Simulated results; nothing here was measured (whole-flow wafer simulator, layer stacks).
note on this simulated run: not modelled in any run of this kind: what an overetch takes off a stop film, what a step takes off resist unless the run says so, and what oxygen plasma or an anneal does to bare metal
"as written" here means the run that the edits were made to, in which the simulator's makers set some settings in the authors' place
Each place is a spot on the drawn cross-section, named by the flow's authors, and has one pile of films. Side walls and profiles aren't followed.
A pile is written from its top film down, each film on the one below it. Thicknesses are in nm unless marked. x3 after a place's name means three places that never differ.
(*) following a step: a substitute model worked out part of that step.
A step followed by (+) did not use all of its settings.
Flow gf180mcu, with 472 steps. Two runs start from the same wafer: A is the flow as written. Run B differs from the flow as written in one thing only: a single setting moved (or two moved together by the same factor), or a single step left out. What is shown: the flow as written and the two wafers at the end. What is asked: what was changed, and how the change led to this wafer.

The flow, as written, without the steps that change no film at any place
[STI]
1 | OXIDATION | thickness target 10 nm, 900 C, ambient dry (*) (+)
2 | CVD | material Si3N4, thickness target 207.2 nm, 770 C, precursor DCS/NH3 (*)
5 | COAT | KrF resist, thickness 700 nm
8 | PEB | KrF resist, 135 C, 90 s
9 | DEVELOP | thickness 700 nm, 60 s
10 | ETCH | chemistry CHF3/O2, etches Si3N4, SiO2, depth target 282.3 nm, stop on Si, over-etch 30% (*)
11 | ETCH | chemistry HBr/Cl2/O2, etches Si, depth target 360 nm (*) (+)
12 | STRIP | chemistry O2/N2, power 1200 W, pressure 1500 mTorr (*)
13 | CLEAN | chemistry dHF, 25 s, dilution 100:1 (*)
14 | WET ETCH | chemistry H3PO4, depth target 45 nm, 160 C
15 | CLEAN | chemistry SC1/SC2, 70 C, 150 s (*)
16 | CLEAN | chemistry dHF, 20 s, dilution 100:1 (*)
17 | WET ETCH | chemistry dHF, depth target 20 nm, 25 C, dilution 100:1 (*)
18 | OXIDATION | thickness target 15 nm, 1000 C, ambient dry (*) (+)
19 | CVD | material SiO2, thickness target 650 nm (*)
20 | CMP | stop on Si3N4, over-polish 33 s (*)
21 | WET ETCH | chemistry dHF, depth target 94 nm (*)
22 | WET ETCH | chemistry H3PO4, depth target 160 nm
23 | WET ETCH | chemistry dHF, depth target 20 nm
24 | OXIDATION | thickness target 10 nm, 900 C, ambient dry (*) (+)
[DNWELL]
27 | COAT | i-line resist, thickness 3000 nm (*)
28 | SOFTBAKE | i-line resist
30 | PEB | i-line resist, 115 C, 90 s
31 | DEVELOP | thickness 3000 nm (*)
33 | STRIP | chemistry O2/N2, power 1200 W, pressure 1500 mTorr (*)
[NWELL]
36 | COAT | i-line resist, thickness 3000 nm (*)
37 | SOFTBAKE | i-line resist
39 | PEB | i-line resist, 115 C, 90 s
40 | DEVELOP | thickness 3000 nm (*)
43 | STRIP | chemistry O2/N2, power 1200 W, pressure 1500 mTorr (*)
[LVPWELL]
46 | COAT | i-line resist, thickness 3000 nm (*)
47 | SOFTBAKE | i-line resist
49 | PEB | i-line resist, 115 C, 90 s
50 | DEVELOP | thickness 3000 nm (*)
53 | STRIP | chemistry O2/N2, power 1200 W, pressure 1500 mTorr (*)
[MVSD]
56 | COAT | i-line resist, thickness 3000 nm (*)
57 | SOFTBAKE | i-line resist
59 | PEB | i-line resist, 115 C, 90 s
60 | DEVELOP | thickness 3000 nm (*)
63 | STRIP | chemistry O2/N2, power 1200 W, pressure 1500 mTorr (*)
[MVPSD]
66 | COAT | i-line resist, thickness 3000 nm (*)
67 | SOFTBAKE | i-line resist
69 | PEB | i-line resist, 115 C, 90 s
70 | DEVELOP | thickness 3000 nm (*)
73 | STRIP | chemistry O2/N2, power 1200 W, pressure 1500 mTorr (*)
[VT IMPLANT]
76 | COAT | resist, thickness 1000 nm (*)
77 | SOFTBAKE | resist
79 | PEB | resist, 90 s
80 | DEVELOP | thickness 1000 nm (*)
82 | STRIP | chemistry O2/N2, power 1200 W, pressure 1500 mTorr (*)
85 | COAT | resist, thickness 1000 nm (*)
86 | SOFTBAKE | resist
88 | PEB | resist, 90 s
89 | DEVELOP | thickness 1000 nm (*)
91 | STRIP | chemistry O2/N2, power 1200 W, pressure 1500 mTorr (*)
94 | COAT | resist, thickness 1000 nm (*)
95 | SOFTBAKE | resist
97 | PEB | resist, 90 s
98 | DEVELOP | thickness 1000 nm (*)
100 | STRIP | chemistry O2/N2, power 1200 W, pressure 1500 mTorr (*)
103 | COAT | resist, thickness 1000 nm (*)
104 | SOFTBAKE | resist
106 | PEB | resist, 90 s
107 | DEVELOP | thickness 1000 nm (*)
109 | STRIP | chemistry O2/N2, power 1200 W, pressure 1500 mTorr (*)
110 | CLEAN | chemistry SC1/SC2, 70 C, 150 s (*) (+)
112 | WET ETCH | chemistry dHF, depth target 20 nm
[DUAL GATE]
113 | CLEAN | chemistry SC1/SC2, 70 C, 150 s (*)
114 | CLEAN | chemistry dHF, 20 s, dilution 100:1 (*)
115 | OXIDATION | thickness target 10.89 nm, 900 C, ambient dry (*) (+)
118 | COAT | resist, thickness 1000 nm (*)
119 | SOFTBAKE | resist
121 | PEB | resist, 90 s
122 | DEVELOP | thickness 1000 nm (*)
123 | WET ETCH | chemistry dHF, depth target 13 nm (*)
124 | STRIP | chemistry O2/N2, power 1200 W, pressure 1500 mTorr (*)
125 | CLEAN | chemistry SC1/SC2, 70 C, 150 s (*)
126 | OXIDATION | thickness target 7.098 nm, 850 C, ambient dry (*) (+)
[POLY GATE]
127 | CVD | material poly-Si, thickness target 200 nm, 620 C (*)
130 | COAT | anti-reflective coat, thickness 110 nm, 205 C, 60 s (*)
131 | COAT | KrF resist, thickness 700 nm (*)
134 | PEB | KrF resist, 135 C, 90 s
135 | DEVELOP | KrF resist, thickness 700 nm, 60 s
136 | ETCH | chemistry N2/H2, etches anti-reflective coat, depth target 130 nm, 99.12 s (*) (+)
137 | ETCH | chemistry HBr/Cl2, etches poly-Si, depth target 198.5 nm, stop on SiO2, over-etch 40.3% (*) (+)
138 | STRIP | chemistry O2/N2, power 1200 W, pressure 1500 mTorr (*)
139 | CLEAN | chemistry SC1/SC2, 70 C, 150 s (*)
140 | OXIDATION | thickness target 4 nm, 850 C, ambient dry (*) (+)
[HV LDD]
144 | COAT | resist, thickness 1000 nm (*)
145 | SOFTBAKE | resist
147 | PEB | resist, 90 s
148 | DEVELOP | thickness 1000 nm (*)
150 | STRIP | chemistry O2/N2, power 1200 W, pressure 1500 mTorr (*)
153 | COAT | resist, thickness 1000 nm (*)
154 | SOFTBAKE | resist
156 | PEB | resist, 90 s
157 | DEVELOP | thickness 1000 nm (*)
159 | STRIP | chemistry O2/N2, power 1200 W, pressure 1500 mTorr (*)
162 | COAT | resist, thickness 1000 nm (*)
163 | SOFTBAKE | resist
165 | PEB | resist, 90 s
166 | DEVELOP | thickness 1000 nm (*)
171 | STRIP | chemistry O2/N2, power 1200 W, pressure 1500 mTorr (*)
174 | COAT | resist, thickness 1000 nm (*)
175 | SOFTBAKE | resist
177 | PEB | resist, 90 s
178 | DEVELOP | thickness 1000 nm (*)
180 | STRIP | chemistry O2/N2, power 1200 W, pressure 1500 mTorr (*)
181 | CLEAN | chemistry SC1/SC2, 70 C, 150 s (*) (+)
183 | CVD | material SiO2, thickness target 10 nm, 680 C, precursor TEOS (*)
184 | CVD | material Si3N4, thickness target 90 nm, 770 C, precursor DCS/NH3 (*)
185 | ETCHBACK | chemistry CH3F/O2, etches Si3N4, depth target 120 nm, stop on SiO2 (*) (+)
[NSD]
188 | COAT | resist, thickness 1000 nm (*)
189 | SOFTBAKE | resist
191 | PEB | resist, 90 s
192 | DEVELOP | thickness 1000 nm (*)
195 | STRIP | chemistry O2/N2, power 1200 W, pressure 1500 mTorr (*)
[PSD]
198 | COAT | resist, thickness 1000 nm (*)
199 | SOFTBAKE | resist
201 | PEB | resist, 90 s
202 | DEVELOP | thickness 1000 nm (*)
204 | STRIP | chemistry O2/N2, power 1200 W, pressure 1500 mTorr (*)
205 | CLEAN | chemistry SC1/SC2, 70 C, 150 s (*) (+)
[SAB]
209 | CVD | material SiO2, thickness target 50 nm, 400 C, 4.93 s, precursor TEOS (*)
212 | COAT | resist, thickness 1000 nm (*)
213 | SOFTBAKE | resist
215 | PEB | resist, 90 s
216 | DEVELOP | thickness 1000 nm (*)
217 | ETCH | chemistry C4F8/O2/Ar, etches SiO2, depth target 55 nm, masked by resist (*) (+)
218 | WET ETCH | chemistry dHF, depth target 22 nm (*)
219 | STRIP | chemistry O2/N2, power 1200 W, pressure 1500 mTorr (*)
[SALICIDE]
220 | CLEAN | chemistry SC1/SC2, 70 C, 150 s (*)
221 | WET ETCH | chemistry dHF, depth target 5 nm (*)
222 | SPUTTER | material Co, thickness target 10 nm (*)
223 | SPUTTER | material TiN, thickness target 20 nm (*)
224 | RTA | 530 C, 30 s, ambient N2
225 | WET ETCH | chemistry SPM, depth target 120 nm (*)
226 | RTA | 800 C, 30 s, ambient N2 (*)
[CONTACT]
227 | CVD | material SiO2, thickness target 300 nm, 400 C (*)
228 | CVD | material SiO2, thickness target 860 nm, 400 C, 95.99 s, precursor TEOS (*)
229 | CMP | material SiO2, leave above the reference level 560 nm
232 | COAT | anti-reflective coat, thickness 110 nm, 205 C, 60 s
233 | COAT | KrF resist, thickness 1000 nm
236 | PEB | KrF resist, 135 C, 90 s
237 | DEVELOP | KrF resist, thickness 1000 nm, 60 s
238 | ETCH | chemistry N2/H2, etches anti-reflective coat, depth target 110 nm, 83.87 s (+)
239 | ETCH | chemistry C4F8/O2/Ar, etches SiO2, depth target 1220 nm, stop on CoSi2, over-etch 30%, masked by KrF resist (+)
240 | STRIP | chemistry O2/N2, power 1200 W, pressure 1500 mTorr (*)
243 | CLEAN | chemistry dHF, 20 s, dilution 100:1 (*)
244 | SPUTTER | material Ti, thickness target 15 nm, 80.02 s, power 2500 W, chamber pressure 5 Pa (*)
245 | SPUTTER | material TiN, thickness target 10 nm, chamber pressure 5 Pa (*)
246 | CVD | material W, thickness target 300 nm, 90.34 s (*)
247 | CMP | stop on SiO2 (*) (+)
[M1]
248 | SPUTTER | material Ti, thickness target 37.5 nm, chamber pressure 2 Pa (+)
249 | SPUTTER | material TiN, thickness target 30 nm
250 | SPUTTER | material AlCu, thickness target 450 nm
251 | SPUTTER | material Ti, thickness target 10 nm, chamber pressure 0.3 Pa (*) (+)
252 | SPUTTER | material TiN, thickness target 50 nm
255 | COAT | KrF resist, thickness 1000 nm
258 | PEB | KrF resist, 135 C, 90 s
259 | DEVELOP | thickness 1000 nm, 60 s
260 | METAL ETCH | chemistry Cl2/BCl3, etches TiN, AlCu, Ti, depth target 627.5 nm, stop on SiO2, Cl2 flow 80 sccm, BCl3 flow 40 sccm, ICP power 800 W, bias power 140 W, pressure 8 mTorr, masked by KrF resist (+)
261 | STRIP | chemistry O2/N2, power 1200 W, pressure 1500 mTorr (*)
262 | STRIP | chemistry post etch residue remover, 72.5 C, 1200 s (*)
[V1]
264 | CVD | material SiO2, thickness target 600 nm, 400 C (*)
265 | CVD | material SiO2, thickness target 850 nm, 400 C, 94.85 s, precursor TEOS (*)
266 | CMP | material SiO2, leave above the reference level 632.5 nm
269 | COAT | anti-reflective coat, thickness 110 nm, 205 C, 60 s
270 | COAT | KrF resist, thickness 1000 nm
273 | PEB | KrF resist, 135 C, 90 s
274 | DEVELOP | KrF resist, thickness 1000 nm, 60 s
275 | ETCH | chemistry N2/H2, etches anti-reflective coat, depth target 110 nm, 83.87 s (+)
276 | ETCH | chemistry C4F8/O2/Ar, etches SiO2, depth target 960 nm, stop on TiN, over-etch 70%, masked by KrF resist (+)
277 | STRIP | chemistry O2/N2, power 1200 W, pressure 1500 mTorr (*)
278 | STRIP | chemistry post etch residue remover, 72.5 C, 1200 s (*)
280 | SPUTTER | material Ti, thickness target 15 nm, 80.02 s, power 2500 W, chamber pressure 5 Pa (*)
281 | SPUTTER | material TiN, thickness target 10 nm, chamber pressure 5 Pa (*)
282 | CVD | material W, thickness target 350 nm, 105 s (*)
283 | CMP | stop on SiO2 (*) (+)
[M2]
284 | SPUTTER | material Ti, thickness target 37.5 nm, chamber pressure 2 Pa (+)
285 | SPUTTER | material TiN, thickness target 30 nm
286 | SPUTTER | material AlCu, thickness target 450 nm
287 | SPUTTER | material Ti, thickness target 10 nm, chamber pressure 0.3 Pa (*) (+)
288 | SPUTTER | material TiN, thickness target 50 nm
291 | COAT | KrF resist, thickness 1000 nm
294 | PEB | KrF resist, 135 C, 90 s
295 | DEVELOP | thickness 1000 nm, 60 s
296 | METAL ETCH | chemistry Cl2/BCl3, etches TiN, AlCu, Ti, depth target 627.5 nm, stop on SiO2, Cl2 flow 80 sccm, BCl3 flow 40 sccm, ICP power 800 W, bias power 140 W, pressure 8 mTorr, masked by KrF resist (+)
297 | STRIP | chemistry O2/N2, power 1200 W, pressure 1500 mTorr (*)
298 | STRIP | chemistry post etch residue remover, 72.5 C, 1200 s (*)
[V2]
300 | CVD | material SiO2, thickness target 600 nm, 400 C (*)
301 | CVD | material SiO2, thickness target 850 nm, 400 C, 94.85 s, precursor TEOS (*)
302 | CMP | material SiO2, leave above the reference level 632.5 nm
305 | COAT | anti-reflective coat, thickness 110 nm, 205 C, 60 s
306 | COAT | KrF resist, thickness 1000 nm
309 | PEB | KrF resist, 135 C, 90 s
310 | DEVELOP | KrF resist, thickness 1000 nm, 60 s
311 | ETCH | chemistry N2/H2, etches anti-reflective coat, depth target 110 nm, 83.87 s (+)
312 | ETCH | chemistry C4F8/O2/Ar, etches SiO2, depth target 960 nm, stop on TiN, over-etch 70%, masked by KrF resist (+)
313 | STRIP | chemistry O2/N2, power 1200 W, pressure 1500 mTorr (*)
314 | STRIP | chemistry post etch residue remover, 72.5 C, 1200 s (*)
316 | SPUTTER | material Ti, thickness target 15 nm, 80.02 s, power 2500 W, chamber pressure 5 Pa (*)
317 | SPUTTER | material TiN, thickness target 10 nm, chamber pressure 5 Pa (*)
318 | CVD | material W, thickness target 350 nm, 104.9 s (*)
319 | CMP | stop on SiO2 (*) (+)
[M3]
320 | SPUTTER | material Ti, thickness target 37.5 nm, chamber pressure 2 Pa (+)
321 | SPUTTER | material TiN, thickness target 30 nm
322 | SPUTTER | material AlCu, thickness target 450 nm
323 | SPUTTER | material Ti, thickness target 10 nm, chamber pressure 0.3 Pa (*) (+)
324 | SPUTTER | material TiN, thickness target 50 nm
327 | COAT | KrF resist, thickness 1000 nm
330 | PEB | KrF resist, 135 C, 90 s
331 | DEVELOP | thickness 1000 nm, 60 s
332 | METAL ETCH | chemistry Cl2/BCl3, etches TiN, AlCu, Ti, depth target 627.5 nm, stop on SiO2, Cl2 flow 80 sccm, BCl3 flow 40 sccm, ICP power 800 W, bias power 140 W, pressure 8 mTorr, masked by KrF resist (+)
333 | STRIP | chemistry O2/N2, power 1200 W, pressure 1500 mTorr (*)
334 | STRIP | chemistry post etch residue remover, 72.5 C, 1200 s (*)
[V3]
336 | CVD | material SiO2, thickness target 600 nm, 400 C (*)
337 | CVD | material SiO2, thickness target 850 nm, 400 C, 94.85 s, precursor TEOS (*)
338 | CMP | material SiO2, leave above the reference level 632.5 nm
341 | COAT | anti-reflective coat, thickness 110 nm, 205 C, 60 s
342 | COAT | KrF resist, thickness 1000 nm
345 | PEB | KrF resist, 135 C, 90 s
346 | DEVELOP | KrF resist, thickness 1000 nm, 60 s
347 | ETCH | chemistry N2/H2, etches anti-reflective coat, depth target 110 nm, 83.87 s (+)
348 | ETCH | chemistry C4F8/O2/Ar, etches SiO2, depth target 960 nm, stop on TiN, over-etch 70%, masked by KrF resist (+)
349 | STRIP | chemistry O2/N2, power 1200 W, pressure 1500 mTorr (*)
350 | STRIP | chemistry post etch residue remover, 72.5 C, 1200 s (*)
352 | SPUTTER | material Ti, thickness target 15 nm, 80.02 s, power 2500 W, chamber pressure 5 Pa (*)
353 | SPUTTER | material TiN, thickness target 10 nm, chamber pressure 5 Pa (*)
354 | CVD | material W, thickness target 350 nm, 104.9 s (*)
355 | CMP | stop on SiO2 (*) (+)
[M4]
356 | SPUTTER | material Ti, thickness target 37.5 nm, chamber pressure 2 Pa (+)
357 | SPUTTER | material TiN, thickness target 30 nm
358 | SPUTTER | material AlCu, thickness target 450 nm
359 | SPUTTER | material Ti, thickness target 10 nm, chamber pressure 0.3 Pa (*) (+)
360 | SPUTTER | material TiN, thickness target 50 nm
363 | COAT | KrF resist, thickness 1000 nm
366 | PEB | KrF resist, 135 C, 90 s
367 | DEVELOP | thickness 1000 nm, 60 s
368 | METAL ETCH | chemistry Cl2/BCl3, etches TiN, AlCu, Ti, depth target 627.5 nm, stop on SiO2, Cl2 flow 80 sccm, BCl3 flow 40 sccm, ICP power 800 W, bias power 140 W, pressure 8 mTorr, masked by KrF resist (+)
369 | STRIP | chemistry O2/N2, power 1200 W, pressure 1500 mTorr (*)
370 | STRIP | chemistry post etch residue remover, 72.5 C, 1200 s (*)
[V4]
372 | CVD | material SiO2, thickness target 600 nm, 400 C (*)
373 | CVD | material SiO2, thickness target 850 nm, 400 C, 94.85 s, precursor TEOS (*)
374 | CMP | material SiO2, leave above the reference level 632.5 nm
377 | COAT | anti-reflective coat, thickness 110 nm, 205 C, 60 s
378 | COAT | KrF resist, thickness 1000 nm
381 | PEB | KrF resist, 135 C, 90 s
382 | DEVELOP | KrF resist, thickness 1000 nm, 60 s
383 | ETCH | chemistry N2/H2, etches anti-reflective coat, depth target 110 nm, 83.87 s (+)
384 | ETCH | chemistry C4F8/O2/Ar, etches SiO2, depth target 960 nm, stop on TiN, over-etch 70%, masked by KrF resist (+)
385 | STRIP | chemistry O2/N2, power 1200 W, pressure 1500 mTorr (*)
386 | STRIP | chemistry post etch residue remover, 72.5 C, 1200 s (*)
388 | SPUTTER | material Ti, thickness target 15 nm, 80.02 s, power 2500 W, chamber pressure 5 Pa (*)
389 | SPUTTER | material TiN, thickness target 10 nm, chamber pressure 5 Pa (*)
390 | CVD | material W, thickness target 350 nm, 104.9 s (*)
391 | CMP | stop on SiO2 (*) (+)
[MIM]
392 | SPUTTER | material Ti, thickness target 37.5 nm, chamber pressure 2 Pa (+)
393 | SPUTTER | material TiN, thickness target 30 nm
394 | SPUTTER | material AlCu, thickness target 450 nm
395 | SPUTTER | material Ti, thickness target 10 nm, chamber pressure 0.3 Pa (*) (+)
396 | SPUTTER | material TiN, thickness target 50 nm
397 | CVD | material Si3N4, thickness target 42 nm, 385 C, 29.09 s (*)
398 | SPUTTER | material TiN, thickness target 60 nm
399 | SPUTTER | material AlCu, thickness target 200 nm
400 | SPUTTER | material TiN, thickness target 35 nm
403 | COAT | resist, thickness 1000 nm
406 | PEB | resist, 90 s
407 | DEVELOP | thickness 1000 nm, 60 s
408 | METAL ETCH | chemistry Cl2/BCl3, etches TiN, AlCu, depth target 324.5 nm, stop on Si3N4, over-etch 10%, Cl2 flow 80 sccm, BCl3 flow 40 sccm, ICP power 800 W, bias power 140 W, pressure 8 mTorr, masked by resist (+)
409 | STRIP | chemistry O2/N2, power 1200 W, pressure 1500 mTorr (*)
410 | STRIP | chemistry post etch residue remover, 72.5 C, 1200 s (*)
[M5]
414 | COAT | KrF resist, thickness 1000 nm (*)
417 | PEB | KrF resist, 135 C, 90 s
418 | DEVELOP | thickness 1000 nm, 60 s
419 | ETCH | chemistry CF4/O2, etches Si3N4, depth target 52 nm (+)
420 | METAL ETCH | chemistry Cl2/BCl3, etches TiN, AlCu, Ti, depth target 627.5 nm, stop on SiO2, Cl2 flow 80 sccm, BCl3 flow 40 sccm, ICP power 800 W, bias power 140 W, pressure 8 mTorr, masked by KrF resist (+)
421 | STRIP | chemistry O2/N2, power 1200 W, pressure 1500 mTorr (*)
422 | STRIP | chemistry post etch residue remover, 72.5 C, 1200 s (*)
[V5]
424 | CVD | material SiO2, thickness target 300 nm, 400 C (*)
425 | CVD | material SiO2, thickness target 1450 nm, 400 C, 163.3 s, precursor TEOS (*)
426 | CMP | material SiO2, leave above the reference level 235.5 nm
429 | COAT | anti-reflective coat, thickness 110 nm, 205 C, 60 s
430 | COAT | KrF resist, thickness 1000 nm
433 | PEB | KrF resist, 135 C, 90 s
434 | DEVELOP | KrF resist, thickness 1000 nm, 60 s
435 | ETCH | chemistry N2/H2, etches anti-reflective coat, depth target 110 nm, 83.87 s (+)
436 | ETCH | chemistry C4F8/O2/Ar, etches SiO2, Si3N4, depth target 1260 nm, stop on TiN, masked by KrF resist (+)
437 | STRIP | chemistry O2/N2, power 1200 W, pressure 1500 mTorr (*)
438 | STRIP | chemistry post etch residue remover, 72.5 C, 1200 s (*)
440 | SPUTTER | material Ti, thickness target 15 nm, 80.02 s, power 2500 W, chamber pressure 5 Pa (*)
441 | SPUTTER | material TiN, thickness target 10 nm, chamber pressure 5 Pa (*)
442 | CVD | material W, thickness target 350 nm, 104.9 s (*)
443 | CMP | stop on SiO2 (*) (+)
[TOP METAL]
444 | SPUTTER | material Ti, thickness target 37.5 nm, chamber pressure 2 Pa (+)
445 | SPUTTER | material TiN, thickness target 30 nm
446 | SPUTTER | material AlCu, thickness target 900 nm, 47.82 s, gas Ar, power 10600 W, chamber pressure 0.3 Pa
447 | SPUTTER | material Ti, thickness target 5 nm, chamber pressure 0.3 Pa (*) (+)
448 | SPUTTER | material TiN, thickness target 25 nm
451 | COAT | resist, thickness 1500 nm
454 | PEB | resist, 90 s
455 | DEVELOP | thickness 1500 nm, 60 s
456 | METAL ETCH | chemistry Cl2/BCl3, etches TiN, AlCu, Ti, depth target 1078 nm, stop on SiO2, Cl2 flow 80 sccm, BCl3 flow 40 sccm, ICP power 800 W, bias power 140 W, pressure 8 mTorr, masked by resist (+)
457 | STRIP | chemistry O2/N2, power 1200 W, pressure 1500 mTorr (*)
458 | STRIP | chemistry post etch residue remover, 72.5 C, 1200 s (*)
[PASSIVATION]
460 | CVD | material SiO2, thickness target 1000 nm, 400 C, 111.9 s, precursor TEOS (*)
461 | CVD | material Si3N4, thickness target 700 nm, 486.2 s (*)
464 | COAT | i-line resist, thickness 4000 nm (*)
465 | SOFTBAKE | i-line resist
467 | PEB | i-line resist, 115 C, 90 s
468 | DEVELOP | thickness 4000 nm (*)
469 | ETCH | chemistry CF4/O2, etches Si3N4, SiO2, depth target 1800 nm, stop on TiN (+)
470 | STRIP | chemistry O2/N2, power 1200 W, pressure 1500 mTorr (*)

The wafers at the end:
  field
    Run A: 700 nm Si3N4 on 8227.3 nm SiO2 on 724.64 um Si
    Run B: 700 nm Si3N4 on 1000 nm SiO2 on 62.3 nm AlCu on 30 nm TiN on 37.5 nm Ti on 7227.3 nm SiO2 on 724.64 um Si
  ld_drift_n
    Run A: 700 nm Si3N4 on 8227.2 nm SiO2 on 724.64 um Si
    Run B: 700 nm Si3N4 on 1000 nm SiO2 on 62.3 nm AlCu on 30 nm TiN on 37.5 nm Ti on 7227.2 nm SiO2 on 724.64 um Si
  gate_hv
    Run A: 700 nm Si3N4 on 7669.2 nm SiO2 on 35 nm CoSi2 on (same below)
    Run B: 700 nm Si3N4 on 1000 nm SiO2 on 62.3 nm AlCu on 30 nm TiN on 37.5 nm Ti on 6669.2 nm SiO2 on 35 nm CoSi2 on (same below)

What caused this: step 456, METAL ETCH: depth target 862 nm was run, though the flow has depth target 1078 nm.

The path from the change to this, step by step:
  456 | METAL ETCH | chemistry Cl2/BCl3, etches TiN, AlCu, Ti, depth target 1078 nm, stop on SiO2, Cl2 flow 80 sccm, BCl3 flow 40 sccm, ICP power 800 W, bias power 140 W, pressure 8 mTorr, masked by resist (+)
      field, field__w1, field__w2 and 103 more: A -25 TiN (all of it), -5 Ti (all of it), -900 AlCu (all of it), -30 TiN (all of it), -37.5 Ti (all of it) | B -25 TiN (all of it), -5 Ti (all of it), -832 AlCu
      field__w8, contact, m1, m1__w1, pad, m1_nw: A -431 resist | B -344.8 resist
  457 | STRIP | chemistry O2/N2, power 1200 W, pressure 1500 mTorr (*)
      field__w8, contact, m1, m1__w1, pad, m1_nw: A -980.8 resist (all of it) | B -1067 resist (all of it)
  458 | STRIP | chemistry post etch residue remover, 72.5 C, 1200 s (*)
      field, field__w1, field__w2 and 103 more: A nothing | B -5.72 AlCu
  460 | CVD | material SiO2, thickness target 1000 nm, 400 C, 111.9 s, precursor TEOS (*)
      field, field__w1, field__w2 and 103 more: A +1000 SiO2 | B +1000 SiO2 (new film)
  464 | COAT | i-line resist, thickness 4000 nm (*)
      field__w8: A +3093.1 i-line resist (new film) | B +3207.8 i-line resist (new film)
      contact: A +3153.6 i-line resist (new film) | B +3256.4 i-line resist (new film)
      (as well as at 4 more places)
  465 | SOFTBAKE | i-line resist
      field__w5, field__w9: A +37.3 i-line resist | B +30.7 i-line resist
      field__w11, field__w13: A +37.9 i-line resist | B +31 i-line resist
      (as well as at 65 more places)
  467 | PEB | i-line resist, 115 C, 90 s
      field__w8, m1__w1: A -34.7 i-line resist | B -36.7 i-line resist
      contact: A -35.1 i-line resist | B -37 i-line resist
      (as well as at 3 more places)
  468 | DEVELOP | thickness 4000 nm (*)
      pad: A -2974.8 i-line resist (all of it) | B -3101.5 i-line resist (all of it)
  470 | STRIP | chemistry O2/N2, power 1200 W, pressure 1500 mTorr (*)
      field__w8, m1__w1: A -1787.7 i-line resist (all of it) | B -1912.8 i-line resist (all of it)
      contact: A -1811.2 i-line resist (all of it) | B -1931.8 i-line resist (all of it)
      (as well as at 2 more places)
If metal films that touch count as one body, field has 1 body; the flow as written gives 0 bodies.
If metal films that touch count as one body, ld_drift_n has 1 body; the flow as written gives 0 bodies.
If metal films that touch count as one body, gate_hv has 2 bodies (between them, from the top down: SiO2 6669.2); the flow as written gives 1 body.
